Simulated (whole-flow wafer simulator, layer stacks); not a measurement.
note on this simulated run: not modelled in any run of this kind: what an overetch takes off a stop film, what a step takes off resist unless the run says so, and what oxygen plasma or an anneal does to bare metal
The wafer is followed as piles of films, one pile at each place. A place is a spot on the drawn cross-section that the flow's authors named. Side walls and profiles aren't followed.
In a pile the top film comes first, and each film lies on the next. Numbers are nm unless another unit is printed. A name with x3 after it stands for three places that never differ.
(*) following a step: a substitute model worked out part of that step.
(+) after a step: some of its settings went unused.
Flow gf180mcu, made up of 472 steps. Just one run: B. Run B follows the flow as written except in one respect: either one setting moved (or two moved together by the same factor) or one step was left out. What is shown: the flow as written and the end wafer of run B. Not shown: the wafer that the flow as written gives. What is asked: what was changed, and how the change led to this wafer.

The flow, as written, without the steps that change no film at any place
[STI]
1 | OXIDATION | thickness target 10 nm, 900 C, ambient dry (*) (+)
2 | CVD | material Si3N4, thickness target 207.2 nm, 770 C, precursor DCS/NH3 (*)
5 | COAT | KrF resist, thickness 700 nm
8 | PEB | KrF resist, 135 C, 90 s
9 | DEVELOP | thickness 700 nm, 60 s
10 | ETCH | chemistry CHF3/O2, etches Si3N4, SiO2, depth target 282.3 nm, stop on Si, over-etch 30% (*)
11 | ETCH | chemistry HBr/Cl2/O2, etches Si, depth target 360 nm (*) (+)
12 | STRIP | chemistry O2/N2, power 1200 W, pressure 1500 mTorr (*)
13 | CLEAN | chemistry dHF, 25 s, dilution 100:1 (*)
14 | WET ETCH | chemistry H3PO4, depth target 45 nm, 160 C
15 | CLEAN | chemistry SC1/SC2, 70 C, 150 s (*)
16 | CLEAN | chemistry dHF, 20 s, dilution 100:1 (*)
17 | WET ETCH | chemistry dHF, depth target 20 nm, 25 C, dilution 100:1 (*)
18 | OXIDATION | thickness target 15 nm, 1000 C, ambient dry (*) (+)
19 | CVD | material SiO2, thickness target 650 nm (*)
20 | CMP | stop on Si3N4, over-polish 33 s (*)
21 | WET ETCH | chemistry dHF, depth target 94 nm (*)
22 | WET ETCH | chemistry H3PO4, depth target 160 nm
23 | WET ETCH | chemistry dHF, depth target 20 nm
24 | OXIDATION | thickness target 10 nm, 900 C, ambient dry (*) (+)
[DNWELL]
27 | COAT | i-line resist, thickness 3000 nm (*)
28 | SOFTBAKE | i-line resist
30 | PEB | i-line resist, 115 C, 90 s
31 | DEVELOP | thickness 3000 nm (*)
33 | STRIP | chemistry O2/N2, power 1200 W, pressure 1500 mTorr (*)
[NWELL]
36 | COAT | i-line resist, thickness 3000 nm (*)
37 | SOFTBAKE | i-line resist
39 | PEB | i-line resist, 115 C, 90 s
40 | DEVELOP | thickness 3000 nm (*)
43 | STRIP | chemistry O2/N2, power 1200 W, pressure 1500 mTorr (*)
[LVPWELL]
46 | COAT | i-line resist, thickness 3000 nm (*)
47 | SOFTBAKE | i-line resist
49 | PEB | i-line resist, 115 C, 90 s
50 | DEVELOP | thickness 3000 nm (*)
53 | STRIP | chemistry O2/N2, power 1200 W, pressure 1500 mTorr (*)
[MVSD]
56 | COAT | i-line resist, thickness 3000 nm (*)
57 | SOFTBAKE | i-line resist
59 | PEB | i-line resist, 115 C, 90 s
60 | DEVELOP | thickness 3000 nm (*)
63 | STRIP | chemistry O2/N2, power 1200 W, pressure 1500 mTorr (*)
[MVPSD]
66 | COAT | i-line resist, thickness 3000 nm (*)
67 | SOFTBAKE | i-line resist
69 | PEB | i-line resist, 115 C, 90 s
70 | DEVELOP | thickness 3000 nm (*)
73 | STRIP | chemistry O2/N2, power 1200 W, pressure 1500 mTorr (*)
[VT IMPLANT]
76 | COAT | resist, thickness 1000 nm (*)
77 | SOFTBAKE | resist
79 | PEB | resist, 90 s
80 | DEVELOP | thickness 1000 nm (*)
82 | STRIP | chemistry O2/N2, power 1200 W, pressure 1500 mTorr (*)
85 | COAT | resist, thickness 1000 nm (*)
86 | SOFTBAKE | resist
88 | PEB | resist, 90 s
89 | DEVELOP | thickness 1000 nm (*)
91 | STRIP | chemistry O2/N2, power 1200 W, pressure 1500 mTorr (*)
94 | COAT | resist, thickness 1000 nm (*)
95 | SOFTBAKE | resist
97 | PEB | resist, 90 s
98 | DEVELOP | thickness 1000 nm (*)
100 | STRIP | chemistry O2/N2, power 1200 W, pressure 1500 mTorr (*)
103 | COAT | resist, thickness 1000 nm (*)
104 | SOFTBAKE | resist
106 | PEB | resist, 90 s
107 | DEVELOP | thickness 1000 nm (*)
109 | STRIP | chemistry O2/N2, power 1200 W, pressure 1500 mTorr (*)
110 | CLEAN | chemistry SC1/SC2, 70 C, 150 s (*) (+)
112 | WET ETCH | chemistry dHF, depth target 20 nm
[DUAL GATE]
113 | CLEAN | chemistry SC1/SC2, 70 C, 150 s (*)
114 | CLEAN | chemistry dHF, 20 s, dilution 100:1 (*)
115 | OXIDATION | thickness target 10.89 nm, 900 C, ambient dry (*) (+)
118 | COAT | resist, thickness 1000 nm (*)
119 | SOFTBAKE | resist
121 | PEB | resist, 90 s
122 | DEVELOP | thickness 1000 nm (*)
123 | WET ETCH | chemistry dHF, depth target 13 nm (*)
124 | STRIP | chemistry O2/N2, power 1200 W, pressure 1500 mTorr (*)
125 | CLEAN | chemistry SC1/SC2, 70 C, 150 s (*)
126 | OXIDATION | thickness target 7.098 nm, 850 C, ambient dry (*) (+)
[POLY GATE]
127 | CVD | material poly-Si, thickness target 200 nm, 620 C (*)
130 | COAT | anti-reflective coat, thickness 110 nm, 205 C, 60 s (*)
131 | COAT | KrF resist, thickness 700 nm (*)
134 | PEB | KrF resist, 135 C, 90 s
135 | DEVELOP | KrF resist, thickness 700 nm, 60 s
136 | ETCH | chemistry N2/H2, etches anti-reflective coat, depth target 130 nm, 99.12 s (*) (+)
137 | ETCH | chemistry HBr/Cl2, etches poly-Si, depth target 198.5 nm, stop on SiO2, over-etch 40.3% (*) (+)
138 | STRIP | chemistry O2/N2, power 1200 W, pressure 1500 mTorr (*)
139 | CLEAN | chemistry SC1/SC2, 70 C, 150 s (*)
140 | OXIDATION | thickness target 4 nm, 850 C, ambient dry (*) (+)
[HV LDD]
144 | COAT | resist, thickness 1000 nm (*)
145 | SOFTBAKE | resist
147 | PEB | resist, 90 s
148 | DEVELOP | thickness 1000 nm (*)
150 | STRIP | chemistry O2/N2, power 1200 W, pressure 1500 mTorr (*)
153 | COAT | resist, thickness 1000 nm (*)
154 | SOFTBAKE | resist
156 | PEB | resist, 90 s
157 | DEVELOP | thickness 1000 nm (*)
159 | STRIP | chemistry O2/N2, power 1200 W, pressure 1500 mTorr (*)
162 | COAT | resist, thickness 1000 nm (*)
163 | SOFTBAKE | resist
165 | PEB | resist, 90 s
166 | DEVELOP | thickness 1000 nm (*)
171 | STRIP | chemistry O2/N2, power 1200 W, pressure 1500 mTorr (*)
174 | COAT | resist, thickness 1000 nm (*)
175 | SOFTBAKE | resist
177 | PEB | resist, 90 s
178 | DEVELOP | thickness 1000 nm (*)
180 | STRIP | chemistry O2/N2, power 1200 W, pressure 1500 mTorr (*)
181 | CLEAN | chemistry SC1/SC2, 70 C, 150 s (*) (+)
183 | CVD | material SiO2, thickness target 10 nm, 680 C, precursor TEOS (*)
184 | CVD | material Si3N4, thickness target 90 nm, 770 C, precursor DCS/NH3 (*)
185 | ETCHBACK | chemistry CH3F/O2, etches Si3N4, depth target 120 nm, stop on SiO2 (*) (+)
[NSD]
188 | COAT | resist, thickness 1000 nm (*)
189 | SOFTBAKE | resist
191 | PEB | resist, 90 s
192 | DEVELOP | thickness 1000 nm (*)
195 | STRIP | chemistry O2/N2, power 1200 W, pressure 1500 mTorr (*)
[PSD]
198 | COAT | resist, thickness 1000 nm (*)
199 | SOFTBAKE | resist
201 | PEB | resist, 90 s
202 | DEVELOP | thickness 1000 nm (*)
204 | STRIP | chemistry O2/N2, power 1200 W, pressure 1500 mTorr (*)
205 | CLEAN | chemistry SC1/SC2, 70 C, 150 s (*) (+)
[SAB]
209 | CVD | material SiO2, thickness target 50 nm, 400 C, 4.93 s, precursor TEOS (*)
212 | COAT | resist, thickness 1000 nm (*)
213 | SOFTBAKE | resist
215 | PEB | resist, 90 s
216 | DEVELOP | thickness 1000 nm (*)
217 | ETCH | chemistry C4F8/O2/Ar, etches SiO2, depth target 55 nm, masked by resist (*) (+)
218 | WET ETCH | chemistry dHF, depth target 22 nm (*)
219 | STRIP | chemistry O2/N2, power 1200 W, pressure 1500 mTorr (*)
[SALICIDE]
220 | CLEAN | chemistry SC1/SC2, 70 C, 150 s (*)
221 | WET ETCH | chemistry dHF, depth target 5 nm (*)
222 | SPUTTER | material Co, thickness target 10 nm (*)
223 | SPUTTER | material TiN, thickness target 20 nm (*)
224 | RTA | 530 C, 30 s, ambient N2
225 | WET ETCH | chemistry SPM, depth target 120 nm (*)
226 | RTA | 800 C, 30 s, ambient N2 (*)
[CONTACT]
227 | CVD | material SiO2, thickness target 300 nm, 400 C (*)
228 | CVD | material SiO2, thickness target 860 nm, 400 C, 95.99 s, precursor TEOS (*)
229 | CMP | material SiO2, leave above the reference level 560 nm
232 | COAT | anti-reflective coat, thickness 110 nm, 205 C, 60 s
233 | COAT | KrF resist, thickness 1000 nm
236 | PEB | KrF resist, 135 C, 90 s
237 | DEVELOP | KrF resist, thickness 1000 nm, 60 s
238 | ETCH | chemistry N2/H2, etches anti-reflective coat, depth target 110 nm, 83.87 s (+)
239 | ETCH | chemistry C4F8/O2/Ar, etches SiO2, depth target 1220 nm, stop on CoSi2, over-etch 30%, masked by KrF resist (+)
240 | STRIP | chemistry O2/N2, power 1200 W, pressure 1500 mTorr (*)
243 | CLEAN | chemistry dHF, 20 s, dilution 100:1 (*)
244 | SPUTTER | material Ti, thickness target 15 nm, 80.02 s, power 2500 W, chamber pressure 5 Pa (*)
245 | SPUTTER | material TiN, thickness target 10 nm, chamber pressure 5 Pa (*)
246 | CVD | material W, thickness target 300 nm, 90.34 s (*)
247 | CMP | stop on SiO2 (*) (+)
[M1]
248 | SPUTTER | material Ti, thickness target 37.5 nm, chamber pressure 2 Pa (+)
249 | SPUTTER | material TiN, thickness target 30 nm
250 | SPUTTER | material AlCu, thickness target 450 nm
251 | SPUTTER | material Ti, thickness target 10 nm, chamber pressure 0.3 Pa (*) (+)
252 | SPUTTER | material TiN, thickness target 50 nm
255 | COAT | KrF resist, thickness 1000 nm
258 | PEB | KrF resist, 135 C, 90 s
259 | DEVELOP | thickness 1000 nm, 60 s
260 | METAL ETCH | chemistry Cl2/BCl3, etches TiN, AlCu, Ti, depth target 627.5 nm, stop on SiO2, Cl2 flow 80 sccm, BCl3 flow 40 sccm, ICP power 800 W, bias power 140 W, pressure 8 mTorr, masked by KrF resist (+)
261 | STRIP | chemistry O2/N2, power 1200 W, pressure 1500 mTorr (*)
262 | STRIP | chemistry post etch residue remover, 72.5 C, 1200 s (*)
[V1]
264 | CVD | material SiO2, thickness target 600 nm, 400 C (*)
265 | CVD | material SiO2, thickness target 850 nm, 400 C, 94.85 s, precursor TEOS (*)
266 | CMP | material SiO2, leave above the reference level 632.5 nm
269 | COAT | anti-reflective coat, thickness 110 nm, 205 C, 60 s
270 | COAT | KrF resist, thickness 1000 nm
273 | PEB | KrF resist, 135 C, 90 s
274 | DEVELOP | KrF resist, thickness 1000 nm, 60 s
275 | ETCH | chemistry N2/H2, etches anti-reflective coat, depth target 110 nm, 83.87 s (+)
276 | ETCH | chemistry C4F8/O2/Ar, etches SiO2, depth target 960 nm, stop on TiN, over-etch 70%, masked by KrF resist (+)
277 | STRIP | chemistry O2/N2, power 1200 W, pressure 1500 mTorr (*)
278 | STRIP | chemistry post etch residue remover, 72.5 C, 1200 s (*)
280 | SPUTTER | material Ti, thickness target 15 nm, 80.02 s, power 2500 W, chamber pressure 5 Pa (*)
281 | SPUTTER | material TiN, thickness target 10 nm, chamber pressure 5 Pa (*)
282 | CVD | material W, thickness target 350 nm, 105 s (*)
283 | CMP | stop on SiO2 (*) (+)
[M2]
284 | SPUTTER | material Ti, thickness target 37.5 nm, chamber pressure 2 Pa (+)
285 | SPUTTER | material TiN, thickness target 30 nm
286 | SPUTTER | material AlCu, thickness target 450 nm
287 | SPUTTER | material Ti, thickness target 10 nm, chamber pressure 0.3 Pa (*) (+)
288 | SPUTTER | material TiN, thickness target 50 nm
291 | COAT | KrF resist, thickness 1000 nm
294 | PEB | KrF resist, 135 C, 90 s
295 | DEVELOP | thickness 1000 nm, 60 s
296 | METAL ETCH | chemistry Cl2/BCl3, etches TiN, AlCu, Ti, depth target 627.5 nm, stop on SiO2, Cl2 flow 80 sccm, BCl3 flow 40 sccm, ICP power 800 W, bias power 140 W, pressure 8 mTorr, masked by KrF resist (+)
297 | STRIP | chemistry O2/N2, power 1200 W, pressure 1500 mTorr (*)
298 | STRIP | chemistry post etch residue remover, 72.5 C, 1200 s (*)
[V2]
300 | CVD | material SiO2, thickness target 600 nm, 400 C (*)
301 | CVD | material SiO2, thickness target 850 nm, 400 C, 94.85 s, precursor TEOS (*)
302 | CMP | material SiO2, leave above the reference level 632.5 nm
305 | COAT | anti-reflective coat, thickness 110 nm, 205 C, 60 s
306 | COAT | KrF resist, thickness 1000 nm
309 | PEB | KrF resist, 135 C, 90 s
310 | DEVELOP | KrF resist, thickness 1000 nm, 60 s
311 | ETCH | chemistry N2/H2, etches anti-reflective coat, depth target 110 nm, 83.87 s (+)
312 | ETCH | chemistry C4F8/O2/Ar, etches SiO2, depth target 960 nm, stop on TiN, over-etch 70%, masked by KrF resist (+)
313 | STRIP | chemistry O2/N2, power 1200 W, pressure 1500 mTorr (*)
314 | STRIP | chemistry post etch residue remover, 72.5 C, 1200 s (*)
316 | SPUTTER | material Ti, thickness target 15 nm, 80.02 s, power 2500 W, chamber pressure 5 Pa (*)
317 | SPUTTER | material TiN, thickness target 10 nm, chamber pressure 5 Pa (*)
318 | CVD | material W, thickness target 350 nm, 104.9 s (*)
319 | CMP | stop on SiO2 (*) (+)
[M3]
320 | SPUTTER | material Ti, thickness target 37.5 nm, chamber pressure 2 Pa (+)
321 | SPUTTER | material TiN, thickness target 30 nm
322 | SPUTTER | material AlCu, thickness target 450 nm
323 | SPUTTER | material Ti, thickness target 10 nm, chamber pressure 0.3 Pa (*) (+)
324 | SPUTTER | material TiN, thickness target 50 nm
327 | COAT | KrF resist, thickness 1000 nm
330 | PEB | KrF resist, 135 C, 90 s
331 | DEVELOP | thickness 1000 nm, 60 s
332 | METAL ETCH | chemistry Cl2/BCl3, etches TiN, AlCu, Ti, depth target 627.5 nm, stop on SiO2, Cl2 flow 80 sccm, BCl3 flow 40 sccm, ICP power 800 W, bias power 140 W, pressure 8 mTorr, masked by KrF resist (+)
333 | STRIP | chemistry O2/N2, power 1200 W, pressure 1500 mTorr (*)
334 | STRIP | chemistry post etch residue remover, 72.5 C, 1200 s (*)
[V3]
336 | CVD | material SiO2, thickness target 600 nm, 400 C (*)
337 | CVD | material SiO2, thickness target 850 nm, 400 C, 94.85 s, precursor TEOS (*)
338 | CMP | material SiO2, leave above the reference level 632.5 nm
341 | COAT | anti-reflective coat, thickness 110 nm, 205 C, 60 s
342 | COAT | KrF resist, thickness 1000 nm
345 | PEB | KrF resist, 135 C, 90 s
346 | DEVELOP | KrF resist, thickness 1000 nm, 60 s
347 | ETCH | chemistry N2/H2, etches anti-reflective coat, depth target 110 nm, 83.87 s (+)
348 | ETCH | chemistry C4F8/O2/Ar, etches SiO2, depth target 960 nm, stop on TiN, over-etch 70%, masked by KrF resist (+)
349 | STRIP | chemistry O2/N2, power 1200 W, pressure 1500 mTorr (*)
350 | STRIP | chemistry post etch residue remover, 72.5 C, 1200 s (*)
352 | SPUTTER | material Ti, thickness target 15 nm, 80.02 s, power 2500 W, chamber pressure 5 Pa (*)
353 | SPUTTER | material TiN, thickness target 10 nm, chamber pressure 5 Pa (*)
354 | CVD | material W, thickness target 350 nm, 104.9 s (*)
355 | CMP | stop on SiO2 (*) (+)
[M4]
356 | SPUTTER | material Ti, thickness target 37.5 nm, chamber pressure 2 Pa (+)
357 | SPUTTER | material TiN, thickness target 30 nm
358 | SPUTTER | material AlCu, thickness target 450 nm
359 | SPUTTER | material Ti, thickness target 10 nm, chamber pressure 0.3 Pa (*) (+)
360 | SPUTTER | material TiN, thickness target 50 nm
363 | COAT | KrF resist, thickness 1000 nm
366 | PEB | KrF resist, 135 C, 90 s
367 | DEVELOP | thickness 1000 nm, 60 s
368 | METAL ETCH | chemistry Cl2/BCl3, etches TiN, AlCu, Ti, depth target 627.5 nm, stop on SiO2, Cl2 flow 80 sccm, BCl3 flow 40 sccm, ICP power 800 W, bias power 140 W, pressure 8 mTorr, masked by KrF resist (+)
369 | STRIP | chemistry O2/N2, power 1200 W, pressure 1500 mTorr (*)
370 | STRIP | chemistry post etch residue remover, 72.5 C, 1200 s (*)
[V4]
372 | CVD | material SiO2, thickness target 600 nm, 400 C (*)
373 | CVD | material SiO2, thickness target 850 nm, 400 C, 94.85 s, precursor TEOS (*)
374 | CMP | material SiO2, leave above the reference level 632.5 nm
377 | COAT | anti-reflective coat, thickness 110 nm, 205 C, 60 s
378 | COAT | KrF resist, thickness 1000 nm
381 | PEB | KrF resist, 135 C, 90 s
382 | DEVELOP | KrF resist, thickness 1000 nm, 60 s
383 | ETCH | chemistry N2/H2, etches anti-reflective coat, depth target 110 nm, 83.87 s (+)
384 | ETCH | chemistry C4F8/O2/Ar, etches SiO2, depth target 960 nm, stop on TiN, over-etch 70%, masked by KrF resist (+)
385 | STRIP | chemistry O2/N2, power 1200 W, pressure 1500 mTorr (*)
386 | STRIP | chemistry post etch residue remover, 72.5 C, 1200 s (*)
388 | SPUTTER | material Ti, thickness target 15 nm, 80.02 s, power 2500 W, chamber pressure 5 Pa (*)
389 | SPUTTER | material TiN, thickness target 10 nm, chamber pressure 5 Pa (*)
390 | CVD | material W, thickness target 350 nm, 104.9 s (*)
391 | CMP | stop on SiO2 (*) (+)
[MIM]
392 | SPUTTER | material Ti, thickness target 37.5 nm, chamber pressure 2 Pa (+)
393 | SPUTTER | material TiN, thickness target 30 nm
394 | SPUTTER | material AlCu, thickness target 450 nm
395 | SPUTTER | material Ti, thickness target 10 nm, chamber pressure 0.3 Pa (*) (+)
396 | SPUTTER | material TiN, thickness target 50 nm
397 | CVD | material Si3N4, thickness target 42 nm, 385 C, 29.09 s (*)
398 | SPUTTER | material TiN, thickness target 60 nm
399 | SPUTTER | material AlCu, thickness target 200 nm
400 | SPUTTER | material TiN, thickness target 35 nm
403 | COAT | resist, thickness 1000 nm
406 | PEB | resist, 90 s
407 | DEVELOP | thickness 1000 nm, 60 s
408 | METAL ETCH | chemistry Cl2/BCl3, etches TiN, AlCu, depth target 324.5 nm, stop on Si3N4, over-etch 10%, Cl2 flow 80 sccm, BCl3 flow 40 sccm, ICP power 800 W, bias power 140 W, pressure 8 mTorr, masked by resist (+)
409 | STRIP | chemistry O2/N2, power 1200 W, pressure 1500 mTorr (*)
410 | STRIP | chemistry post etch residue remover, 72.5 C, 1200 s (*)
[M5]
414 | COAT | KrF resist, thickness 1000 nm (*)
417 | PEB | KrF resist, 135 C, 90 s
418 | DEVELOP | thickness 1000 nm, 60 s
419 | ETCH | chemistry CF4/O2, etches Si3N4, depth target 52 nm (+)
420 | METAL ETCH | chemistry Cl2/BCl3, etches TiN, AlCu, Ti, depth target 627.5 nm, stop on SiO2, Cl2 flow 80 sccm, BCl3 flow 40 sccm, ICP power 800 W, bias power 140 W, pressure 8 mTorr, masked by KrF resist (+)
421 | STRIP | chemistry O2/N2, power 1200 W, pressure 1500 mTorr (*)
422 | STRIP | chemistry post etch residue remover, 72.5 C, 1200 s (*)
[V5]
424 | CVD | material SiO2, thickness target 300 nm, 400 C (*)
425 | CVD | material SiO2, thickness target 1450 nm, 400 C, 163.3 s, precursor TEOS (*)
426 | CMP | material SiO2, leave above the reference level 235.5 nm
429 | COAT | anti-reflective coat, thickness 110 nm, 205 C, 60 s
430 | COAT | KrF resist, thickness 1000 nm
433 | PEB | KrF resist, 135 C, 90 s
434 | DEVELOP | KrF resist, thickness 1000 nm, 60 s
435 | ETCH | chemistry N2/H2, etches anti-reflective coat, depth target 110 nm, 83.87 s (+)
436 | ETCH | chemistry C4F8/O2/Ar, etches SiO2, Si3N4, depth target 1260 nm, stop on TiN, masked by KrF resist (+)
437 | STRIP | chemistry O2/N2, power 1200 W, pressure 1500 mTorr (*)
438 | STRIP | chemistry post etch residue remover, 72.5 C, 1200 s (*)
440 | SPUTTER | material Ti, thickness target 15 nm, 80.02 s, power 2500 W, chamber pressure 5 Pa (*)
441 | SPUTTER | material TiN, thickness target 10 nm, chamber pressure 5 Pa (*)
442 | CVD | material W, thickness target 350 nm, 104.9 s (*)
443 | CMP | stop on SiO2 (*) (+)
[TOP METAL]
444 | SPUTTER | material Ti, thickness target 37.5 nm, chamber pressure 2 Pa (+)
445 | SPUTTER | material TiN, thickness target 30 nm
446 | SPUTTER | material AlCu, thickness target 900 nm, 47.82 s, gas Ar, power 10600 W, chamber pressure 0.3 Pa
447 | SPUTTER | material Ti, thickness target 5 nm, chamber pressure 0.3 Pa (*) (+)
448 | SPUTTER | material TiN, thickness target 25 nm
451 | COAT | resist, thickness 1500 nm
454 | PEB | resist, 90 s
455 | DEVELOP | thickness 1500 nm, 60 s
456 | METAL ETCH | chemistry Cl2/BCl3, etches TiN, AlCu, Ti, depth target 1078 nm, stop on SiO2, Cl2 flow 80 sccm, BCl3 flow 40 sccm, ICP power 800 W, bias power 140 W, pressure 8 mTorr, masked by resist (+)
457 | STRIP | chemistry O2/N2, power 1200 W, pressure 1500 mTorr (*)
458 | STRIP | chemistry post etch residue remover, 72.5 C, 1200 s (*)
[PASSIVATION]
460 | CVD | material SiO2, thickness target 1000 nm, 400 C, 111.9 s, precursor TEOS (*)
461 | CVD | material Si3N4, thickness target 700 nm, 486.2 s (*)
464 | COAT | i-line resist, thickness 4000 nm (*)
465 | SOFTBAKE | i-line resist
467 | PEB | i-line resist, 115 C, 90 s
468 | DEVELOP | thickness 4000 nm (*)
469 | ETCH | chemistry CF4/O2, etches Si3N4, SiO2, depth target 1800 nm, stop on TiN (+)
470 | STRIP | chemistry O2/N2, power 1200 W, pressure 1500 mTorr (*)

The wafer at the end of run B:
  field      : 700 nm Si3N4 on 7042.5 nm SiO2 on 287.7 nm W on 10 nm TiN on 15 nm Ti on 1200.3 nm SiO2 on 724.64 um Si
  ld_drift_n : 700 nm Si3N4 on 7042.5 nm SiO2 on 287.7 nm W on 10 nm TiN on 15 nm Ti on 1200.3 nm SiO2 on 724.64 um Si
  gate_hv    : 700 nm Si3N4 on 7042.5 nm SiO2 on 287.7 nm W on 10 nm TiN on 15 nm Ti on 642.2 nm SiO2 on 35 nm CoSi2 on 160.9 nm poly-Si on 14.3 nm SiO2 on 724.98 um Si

The reason: step 247, CMP: stop on SiO2 (*) (+), was omitted.

How this came from the change, step by step:
  260 | METAL ETCH | chemistry Cl2/BCl3, etches TiN, AlCu, Ti, depth target 627.5 nm, stop on SiO2, Cl2 flow 80 sccm, BCl3 flow 40 sccm, ICP power 800 W, bias power 140 W, pressure 8 mTorr, masked by KrF resist (+)
      field, field__w1, field__w2 and 99 more: TiN loses 50 (all of it), Ti loses 10 (all of it), AlCu loses 450 (all of it), TiN loses 30 (all of it), Ti loses 37.5 (all of it), W loses 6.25 (it would be, as written: TiN loses 50 (all of it), Ti loses 10 (all of it), AlCu loses 450 (all of it), TiN loses 30 (all of it), Ti loses 37.5 (all of it))
  262 | STRIP | chemistry post etch residue remover, 72.5 C, 1200 s (*)
      field, field__w1, field__w2 and 99 more: W loses 6.01 (it would be, as written: nothing)
  264 | CVD | material SiO2, thickness target 600 nm, 400 C (*)
      field, field__w1, field__w2 and 99 more: SiO2 gains 600 (new film) (it would be, as written: SiO2 gains 600)
  266 | CMP | material SiO2, leave above the reference level 632.5 nm
      field, field__w1, field__w2 and 99 more: SiO2 loses 287.7 (it would be, as written: SiO2 loses 300)
If metal films that touch count as one body, field has 1 body; the flow as written gives 0 bodies.
If metal films that touch count as one body, ld_drift_n has 1 body; the flow as written gives 0 bodies.
If metal films that touch count as one body, gate_hv has 2 bodies (between them, from the top down: SiO2 642.2); the flow as written gives 1 body.
